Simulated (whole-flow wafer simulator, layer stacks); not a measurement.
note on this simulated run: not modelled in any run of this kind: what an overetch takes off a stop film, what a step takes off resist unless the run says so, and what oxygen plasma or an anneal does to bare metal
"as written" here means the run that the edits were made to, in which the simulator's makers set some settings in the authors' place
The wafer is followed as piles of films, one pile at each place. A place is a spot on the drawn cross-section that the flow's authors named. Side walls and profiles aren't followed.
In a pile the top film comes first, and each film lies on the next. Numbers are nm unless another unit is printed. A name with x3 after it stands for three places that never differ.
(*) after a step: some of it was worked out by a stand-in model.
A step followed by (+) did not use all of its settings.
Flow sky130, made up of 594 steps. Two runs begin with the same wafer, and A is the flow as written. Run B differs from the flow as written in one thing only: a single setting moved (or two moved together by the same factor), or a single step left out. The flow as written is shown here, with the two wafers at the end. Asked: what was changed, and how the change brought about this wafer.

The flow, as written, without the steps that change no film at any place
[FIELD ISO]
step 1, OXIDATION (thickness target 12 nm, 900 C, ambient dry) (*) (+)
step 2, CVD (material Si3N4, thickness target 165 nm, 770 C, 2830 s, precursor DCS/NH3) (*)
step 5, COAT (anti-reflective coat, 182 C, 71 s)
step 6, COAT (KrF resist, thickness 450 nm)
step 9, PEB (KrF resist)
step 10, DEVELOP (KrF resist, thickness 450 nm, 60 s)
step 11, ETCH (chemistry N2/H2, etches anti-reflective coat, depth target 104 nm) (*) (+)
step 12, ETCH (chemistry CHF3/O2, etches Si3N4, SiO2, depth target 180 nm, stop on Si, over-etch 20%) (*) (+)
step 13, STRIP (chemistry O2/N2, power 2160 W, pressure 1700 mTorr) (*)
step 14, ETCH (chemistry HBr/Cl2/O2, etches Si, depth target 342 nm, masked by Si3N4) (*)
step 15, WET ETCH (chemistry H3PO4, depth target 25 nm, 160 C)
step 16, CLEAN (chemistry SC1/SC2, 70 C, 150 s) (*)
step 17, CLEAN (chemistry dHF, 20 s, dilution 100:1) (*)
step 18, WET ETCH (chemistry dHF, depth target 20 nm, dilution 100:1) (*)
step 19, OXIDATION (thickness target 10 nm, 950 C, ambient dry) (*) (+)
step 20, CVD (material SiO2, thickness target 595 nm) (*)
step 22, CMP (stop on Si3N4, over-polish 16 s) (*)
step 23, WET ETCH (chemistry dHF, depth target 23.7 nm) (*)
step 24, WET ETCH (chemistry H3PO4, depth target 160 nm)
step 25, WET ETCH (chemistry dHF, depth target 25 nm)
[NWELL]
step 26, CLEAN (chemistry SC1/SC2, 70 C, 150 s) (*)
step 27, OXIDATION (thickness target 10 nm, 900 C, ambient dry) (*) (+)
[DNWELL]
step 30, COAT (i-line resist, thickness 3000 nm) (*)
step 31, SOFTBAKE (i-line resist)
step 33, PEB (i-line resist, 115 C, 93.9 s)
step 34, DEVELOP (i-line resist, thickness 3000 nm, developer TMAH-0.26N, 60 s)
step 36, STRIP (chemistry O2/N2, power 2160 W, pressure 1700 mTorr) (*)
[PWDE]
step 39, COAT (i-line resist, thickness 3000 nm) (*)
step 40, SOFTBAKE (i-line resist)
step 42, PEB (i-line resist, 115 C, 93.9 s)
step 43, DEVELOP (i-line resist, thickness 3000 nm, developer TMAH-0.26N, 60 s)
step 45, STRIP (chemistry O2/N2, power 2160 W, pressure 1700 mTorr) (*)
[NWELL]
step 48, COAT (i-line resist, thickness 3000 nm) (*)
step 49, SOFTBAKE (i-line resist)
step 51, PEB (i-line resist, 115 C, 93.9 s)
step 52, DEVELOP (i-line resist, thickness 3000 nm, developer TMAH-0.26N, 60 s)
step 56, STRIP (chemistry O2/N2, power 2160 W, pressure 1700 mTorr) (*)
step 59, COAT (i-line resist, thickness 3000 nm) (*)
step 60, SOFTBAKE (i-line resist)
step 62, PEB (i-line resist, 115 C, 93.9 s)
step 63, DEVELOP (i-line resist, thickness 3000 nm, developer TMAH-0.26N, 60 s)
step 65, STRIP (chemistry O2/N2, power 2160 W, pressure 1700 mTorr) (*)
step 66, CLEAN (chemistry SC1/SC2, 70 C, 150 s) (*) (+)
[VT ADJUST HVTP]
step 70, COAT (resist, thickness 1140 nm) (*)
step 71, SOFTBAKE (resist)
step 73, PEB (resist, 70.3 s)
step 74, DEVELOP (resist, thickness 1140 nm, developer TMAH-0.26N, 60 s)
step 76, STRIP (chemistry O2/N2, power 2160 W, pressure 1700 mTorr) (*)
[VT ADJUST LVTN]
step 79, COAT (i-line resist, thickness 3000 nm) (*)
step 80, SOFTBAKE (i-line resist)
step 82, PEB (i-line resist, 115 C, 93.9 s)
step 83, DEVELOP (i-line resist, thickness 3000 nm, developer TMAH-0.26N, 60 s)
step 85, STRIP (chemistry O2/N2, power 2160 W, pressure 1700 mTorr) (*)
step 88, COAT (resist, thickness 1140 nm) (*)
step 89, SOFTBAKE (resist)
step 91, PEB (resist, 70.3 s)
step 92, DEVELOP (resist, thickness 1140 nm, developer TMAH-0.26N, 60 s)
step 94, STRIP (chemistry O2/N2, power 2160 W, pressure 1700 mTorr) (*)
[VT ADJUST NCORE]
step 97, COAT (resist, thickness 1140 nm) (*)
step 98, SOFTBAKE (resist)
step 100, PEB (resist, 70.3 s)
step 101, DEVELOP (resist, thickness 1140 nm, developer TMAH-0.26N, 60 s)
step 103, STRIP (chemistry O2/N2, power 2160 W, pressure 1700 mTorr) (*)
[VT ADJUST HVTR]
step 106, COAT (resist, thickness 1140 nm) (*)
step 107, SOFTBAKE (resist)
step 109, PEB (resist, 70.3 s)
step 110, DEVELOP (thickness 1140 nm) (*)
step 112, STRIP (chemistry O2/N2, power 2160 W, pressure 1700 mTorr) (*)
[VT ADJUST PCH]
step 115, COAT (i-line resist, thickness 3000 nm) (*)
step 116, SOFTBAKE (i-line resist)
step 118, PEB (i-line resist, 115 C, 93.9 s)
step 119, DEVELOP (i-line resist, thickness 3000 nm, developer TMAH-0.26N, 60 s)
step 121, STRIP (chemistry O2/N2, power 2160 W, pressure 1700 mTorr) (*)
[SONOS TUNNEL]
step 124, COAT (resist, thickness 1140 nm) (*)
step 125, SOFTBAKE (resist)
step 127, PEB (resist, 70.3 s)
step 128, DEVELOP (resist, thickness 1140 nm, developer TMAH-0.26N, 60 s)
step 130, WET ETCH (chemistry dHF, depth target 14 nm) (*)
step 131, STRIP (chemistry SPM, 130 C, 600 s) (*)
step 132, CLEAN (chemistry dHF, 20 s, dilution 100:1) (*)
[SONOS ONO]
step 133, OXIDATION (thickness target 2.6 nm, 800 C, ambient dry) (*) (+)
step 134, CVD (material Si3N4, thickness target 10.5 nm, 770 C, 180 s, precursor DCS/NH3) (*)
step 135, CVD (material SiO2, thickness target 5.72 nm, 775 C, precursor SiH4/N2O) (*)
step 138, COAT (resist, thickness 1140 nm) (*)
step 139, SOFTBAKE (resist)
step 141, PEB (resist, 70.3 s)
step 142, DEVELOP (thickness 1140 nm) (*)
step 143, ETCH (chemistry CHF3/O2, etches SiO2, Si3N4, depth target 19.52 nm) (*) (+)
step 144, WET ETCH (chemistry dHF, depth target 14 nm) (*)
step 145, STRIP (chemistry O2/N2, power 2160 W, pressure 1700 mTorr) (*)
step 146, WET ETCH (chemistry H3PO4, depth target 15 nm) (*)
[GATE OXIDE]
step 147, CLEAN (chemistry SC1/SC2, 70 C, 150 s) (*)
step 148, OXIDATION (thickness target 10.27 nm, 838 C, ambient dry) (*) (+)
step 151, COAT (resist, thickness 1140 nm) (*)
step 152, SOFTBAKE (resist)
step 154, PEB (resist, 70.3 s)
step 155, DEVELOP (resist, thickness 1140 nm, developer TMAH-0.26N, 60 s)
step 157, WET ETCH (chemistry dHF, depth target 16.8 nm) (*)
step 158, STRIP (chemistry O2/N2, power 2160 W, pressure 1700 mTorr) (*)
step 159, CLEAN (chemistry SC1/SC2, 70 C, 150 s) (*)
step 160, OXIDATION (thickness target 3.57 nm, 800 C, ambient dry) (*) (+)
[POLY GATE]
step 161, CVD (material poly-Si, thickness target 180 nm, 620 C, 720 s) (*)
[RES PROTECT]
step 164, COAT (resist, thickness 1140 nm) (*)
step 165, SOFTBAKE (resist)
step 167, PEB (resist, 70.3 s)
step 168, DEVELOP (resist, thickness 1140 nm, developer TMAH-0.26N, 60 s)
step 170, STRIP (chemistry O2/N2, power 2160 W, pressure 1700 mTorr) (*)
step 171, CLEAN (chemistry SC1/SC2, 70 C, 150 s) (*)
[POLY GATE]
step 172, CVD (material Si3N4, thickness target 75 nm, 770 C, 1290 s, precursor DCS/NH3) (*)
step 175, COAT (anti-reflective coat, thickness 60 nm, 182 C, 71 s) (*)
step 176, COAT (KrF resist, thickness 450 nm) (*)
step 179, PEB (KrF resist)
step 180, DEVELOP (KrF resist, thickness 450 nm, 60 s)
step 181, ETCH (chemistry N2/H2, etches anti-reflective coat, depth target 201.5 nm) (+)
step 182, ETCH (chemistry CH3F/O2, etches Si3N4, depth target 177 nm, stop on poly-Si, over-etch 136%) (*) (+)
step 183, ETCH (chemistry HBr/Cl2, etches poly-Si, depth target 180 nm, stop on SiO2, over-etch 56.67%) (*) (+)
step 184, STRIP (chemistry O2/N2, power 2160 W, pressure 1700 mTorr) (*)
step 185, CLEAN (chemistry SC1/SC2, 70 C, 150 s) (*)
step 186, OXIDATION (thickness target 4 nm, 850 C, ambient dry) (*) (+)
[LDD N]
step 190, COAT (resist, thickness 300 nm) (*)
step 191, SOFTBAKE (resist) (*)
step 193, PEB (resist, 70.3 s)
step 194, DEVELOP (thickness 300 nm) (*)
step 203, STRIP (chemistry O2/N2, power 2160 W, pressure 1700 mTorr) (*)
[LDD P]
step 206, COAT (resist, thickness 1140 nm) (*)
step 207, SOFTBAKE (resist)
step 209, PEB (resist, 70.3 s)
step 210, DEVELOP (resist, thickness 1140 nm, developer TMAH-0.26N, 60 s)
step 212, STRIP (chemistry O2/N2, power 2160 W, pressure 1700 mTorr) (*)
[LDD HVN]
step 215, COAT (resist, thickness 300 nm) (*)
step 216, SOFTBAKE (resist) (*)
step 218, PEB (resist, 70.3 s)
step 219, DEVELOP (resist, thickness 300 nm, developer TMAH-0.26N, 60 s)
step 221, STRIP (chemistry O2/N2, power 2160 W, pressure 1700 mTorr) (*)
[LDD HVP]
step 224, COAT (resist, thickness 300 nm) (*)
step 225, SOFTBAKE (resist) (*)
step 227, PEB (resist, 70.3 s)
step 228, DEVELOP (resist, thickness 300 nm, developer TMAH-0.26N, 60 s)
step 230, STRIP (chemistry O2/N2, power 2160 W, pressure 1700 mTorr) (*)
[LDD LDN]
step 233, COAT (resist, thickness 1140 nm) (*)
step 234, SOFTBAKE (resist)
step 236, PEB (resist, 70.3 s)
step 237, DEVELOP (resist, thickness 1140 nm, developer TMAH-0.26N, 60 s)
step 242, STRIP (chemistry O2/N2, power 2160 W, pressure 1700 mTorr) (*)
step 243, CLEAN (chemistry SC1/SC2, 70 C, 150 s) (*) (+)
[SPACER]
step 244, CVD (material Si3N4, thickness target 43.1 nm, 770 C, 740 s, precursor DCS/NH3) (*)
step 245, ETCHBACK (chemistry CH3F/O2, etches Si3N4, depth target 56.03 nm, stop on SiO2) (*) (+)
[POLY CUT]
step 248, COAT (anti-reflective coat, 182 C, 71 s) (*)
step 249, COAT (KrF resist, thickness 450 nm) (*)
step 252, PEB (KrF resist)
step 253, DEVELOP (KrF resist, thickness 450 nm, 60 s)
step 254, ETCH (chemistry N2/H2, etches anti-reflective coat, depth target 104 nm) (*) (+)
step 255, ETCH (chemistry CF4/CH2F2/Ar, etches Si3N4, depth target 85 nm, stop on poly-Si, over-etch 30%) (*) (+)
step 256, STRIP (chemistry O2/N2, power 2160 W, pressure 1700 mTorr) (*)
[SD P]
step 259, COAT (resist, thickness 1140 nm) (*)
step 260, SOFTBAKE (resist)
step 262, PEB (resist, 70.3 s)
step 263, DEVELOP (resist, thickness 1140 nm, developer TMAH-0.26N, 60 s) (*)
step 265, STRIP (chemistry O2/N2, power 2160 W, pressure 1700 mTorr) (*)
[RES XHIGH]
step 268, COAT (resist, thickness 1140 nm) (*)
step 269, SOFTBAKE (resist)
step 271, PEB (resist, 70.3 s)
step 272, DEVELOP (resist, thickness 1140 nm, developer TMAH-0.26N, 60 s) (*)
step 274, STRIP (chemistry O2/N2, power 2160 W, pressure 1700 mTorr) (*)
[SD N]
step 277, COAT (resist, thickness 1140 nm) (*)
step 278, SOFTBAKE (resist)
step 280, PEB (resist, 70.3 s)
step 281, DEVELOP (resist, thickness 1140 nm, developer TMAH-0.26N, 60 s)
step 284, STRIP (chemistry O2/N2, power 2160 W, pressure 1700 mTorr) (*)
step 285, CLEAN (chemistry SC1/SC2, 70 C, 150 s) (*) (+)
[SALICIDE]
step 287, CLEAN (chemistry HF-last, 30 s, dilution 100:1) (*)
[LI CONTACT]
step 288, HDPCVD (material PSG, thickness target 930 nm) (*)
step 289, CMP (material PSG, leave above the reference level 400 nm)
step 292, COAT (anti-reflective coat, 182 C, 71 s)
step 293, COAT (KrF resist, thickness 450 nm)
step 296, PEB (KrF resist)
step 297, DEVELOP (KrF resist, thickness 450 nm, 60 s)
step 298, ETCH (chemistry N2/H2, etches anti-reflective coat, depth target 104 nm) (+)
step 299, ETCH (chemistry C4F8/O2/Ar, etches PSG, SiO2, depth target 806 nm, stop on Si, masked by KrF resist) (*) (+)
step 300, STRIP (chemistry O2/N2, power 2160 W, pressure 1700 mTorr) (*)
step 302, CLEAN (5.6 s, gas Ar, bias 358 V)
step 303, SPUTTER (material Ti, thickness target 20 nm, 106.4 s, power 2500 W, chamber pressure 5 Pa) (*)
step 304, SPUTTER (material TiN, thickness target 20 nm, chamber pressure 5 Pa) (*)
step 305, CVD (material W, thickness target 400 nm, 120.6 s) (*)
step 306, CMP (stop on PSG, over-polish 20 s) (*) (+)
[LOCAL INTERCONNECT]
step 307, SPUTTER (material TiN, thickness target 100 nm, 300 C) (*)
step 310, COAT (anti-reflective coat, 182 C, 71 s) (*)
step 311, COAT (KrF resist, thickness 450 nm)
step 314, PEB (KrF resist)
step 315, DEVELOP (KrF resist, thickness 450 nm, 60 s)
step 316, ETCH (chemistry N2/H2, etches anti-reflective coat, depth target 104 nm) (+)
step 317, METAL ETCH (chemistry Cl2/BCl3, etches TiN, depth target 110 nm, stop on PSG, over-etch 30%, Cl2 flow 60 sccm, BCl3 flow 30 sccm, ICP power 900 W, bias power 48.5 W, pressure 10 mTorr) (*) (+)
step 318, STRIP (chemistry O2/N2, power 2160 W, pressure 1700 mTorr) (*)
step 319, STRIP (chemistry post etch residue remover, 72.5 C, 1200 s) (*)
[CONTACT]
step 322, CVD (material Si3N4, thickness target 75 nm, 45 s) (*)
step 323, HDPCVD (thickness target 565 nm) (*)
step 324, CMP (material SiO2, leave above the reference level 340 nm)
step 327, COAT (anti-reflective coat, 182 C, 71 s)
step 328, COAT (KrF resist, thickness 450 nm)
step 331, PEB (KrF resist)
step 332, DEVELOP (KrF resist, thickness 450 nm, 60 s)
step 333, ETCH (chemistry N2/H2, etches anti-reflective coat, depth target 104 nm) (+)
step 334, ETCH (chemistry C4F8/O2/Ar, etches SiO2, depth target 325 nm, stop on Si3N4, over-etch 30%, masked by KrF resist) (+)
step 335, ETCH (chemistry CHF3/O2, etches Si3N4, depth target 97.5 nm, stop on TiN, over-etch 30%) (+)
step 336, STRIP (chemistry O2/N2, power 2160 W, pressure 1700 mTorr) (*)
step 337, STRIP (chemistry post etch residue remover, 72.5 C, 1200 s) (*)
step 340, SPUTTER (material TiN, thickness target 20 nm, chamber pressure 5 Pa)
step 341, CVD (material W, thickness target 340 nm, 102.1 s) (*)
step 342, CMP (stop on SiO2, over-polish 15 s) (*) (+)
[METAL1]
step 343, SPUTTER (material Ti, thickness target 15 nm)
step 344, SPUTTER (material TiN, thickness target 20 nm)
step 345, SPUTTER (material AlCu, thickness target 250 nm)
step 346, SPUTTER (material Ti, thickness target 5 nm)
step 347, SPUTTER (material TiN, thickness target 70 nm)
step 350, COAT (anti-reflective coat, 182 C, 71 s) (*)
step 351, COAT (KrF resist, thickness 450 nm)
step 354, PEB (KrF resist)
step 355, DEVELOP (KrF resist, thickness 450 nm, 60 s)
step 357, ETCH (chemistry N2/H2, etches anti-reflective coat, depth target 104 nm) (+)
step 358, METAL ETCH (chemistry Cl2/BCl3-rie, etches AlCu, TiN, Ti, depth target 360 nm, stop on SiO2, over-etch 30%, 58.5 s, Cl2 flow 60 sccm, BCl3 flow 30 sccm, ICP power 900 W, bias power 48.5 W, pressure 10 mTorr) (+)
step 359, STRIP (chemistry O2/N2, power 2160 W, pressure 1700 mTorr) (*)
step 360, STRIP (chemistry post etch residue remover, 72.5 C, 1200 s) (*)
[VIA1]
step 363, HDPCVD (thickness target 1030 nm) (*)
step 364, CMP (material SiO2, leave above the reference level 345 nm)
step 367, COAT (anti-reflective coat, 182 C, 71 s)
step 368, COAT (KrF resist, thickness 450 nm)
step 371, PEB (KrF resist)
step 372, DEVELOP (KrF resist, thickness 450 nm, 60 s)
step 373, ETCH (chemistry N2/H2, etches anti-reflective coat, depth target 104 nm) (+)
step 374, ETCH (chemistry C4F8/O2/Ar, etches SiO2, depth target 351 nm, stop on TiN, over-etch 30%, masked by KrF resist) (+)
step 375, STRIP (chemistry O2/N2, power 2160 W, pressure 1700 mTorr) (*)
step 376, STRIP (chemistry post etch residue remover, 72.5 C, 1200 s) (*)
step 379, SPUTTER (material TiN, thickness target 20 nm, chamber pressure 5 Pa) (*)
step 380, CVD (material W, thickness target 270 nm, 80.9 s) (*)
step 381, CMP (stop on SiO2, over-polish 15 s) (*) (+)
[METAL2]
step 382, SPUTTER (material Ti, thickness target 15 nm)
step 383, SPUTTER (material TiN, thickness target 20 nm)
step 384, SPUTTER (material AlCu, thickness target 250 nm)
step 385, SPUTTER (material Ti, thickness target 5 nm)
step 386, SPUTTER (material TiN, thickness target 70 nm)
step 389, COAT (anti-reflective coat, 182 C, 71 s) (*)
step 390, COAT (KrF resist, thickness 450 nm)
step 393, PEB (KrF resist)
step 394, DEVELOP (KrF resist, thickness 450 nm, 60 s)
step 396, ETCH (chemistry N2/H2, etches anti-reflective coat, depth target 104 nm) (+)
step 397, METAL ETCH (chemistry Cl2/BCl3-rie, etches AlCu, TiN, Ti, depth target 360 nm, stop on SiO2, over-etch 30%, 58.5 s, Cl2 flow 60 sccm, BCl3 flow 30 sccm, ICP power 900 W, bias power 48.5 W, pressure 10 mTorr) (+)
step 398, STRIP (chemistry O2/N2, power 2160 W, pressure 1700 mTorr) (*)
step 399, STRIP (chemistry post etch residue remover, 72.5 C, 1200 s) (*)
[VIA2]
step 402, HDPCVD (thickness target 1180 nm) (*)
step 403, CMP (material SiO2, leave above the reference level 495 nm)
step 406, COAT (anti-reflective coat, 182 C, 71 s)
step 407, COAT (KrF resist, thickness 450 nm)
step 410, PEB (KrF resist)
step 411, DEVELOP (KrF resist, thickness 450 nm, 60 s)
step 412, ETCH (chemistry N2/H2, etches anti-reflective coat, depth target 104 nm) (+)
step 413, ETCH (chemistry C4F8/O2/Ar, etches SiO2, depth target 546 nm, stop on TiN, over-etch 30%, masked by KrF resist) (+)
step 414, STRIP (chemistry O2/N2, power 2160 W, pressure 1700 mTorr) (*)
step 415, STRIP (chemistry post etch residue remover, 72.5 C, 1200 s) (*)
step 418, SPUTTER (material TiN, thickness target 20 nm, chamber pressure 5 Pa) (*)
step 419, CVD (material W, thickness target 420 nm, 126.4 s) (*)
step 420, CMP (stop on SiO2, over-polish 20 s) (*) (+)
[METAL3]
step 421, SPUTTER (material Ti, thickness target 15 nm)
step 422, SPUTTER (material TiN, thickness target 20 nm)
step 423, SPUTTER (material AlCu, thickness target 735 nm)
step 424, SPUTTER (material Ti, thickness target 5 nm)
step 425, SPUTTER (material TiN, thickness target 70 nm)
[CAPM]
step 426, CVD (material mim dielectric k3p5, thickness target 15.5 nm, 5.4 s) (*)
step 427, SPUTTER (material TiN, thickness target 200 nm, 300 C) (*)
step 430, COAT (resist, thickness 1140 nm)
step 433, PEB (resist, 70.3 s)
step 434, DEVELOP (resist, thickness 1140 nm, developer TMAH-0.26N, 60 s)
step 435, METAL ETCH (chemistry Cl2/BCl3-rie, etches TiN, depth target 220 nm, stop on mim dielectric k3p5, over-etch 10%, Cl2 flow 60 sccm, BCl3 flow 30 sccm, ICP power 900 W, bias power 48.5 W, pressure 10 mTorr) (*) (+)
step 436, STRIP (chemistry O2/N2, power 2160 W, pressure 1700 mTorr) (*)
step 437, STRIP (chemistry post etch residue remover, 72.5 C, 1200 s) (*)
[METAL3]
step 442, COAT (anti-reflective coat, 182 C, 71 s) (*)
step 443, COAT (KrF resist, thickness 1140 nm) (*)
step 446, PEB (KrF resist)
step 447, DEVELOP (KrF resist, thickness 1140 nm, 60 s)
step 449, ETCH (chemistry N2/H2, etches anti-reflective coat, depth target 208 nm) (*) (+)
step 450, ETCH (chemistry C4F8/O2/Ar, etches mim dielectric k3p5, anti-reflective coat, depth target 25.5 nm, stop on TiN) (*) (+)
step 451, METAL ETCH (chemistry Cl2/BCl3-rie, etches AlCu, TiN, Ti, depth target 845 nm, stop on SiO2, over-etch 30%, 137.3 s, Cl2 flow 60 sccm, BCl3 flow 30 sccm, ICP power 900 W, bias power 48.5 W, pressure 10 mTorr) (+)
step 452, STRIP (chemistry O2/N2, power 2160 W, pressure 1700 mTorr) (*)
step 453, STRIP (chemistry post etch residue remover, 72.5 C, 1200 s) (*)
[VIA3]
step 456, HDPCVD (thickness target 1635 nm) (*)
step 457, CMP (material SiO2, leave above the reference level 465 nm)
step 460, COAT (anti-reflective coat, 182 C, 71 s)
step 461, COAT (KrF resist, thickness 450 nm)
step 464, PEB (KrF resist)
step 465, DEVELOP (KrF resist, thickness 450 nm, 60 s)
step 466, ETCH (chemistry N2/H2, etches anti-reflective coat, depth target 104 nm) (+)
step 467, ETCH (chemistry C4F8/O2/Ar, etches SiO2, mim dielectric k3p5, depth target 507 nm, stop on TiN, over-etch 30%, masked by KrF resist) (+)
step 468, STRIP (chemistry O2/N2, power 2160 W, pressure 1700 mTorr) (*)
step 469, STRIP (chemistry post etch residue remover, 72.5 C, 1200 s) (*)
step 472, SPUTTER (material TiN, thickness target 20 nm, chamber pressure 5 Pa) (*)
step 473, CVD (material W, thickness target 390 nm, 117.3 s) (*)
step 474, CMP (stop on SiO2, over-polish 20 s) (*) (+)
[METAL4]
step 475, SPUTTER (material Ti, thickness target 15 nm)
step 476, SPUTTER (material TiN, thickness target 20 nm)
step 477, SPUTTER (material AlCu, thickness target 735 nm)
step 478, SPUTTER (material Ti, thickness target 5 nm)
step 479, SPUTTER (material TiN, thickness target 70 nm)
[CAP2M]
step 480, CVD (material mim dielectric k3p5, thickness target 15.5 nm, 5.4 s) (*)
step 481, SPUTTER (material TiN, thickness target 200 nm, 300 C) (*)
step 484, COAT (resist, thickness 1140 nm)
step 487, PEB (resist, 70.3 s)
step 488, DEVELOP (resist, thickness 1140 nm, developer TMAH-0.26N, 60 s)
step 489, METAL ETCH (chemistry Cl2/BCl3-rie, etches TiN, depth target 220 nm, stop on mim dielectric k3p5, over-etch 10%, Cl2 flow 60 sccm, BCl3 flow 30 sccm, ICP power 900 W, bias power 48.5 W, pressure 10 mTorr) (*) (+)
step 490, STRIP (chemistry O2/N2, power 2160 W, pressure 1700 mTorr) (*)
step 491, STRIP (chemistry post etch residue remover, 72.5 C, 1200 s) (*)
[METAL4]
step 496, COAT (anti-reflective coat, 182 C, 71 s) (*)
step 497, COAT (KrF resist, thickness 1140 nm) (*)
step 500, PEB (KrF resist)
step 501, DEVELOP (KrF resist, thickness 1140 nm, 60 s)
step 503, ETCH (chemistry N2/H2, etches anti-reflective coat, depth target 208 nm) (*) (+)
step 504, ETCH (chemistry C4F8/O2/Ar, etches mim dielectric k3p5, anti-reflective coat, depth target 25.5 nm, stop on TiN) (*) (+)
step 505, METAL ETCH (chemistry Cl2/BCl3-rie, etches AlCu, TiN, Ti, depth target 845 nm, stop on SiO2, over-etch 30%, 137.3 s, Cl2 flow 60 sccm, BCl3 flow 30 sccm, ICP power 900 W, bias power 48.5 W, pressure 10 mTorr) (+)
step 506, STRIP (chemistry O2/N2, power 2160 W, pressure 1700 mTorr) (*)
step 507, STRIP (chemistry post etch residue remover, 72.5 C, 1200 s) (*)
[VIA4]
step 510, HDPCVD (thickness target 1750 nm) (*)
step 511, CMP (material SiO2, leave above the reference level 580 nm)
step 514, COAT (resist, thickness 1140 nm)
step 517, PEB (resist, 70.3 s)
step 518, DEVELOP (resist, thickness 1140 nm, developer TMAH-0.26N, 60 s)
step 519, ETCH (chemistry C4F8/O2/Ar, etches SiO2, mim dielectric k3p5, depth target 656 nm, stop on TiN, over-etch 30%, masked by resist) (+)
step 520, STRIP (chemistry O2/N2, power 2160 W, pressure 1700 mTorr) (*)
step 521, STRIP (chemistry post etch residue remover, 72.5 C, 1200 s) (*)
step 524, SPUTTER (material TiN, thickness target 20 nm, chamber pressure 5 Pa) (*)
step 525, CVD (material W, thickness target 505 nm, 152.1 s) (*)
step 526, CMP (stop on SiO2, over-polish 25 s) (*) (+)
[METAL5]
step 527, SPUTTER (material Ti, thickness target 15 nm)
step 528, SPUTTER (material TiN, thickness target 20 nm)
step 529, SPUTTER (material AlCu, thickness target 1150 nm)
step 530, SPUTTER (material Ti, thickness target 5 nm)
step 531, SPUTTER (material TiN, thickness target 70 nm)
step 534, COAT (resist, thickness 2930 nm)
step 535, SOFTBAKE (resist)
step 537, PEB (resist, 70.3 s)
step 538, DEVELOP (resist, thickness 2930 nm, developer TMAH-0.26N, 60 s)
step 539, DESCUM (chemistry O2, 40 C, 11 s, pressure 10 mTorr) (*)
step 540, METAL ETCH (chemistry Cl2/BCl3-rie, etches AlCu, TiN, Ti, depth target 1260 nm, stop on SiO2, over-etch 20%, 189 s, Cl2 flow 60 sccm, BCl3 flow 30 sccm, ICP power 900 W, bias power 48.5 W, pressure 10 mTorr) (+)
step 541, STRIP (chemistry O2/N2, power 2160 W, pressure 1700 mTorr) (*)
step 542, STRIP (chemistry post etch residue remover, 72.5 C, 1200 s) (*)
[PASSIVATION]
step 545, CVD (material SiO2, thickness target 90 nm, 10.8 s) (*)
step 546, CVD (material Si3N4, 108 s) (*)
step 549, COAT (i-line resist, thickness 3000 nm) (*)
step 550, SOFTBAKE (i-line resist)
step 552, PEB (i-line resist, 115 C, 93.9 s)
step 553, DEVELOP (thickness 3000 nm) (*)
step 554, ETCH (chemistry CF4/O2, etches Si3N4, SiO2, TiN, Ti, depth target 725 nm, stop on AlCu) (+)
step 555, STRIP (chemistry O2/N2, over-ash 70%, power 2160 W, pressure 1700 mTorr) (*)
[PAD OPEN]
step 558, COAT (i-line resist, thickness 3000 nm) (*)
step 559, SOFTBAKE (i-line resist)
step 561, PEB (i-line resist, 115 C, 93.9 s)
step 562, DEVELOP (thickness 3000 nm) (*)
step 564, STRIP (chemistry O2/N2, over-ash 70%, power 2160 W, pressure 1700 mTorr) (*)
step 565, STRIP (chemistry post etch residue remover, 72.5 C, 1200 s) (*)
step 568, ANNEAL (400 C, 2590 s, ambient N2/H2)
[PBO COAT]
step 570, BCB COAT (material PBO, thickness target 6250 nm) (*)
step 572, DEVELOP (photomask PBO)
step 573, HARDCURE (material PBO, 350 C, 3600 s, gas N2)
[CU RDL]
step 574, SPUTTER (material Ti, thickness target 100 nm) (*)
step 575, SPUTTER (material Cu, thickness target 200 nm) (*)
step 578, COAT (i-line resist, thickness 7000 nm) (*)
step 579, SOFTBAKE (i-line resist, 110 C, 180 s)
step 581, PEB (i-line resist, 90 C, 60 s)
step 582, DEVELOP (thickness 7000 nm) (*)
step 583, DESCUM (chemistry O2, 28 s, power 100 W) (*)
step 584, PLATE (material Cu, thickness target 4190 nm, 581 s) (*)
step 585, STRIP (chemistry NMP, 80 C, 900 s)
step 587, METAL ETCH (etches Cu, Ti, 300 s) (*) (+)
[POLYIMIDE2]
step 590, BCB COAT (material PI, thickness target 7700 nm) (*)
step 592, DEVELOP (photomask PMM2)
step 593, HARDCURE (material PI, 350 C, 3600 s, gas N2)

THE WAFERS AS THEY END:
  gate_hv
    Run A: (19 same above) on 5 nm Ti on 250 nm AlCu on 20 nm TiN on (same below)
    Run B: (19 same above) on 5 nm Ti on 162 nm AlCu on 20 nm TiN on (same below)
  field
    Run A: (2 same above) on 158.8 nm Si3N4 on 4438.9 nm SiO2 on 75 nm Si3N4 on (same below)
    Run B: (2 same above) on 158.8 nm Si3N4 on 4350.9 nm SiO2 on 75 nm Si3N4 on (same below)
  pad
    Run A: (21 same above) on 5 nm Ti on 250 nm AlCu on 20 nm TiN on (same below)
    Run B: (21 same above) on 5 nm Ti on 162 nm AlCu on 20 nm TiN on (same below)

Cause: step 384, SPUTTER: thickness target 162 nm was run, though the flow has thickness target 250 nm.
One can read it off the wafer: gate_hv has AlCu 162, and step 384 as written asks for 250 nm.

How this came from the change, step by step:
  step 384, SPUTTER (material AlCu, thickness target 250 nm)
      field, active, n_well and 188 more: A +250 AlCu (new film) | B +162 AlCu (new film)
  step 397, METAL ETCH (chemistry Cl2/BCl3-rie, etches AlCu, TiN, Ti, depth target 360 nm, stop on SiO2, over-etch 30%, 58.5 s, Cl2 flow 60 sccm, BCl3 flow 30 sccm, ICP power 900 W, bias power 48.5 W, pressure 10 mTorr) (+)
      field, active, gate and 82 more: A -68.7 TiN (all of it), -5 Ti (all of it), -250 AlCu (all of it), -20 TiN (all of it), -15 Ti (all of it), -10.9 SiO2 | B -68.7 TiN (all of it), -5 Ti (all of it), -162 AlCu (all of it), -20 TiN (all of it), -15 Ti (all of it), -19.7 SiO2
  step 403, CMP (material SiO2, leave above the reference level 495 nm)
      field, active, gate and 82 more: A -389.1 SiO2 | B -468.3 SiO2
